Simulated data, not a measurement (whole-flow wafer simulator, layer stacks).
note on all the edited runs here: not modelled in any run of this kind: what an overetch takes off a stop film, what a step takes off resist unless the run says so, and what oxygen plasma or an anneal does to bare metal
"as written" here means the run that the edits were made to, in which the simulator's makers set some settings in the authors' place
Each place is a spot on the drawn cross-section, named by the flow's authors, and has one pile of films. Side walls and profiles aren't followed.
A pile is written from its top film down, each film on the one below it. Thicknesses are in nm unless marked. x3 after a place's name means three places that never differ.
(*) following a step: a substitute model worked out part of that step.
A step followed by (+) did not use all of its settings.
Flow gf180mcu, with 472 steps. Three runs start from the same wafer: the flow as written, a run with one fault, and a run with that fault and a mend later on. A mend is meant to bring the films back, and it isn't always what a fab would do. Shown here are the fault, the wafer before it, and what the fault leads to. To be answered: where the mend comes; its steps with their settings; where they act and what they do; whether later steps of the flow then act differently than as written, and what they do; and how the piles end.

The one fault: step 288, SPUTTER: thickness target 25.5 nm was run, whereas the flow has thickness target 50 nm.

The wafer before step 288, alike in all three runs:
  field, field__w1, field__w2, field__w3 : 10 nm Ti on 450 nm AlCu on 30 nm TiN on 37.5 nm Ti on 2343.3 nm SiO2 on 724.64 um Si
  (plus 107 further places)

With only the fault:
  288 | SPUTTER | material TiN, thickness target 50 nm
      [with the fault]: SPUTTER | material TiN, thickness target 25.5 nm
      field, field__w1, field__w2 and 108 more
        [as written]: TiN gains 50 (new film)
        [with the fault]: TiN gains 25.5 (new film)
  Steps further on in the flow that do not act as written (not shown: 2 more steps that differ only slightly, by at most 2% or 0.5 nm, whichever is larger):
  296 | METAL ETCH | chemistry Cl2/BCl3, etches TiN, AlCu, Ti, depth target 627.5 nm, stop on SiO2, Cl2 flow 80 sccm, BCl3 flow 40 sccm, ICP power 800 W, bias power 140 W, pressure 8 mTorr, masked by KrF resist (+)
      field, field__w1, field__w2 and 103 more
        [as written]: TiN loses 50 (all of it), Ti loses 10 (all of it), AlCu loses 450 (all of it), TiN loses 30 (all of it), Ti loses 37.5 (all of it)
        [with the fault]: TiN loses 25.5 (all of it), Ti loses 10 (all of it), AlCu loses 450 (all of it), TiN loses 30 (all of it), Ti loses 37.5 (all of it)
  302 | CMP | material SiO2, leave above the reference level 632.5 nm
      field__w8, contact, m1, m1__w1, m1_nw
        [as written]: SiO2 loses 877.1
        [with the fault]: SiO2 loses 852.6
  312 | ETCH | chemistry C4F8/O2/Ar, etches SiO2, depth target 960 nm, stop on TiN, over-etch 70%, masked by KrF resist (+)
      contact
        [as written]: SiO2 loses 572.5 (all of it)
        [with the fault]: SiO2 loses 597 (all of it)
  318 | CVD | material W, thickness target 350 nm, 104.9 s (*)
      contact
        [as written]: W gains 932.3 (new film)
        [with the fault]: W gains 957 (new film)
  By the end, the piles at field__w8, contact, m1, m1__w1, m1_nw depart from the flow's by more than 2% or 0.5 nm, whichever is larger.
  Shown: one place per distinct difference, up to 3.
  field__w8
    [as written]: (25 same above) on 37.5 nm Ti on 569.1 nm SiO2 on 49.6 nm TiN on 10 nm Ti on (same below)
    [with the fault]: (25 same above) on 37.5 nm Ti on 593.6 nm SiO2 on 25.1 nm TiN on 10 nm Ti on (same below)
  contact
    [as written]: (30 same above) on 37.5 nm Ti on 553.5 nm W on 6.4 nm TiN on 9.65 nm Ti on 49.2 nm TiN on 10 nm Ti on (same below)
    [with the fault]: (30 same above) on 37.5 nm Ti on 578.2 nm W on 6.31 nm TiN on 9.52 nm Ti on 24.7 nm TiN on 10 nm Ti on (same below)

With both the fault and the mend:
  The mend follows step 288.
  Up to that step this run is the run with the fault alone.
  288a | SPUTTER | material TiN, thickness target 24.5 nm (the flow's step 288, run once more with other settings)
      field, field__w1, field__w2 and 108 more
        TiN gains 24.5
  None of the later steps of the flow acts differently than as written at any place that is followed.
  By the end, the piles equal the flow's at every place that both follow.
